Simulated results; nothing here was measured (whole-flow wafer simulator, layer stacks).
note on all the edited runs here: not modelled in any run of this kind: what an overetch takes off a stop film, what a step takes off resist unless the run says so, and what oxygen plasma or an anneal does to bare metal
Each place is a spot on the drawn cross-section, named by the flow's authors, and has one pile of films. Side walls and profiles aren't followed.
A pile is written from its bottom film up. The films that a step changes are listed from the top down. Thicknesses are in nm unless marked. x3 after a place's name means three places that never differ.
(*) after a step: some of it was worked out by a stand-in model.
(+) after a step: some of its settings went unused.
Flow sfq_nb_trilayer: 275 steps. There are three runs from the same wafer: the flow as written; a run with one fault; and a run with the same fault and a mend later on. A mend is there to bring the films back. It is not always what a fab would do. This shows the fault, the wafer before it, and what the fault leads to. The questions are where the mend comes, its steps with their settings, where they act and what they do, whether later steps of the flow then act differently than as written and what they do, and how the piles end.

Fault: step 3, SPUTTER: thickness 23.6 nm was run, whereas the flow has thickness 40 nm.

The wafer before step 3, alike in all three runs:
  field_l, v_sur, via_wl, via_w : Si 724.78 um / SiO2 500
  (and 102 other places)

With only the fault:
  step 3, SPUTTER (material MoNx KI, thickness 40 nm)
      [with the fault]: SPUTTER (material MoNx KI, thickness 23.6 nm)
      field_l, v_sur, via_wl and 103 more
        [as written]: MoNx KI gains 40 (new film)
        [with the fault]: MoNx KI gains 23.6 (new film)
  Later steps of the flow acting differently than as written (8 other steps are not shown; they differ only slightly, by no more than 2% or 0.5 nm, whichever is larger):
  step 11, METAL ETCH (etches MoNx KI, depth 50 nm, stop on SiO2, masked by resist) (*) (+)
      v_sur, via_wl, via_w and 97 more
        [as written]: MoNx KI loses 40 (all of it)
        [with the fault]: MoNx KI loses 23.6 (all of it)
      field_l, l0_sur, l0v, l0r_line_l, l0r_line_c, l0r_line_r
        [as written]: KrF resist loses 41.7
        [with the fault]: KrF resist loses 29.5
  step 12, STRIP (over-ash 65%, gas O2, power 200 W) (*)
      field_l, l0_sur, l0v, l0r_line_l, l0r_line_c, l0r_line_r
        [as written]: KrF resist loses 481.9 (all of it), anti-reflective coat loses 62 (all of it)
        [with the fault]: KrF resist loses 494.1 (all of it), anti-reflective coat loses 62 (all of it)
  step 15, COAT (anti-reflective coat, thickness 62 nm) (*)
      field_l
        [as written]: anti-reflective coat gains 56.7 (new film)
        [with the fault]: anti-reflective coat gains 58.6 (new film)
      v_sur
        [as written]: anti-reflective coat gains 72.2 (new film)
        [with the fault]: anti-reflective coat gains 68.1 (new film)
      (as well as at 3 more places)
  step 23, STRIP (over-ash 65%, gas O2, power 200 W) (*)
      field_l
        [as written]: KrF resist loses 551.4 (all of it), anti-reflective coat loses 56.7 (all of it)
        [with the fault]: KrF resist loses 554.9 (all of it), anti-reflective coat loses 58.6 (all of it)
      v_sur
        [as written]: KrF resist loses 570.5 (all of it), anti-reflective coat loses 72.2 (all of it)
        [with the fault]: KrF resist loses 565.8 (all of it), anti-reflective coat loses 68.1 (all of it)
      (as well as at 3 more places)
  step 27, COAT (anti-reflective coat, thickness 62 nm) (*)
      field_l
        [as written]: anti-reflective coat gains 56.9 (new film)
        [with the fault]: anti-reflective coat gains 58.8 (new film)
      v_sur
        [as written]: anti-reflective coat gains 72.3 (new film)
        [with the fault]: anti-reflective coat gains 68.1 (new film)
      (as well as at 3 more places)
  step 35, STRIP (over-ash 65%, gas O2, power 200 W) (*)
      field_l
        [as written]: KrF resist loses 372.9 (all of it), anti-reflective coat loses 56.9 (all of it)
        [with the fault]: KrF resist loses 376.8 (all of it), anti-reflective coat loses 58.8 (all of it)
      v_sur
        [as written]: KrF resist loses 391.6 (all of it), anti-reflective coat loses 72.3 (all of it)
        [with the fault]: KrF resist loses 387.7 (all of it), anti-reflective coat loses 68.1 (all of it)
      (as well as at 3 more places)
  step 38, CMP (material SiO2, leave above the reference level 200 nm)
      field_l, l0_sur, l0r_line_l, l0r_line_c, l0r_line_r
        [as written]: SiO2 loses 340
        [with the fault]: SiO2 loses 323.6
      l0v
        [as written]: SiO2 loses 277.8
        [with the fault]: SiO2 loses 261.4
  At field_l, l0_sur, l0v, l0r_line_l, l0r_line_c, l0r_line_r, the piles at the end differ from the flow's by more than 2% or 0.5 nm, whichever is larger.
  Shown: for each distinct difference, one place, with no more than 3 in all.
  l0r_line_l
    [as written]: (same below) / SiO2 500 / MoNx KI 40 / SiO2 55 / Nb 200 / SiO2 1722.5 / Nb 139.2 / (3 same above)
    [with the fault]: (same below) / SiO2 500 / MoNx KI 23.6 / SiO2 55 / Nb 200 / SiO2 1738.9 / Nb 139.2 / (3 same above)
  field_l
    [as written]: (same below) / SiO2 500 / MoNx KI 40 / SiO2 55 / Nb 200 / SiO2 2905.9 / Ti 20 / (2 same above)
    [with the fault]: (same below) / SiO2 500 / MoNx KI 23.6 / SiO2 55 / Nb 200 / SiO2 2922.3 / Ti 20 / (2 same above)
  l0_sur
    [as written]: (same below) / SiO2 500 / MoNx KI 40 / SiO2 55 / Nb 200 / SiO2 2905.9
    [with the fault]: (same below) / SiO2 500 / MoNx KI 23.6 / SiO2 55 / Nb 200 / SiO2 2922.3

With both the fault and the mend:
  The mend stands after step 3.
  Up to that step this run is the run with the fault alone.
  step 3a, SPUTTER (material MoNx KI, thickness 16.4 nm) (a further turn of the flow's step 3, with different settings)
      field_l, v_sur, via_wl and 103 more
        MoNx KI gains 16.4
  None of the later steps of the flow acts differently than as written at any place that is followed.
  The piles end the same as the flow's at every place that both follow.
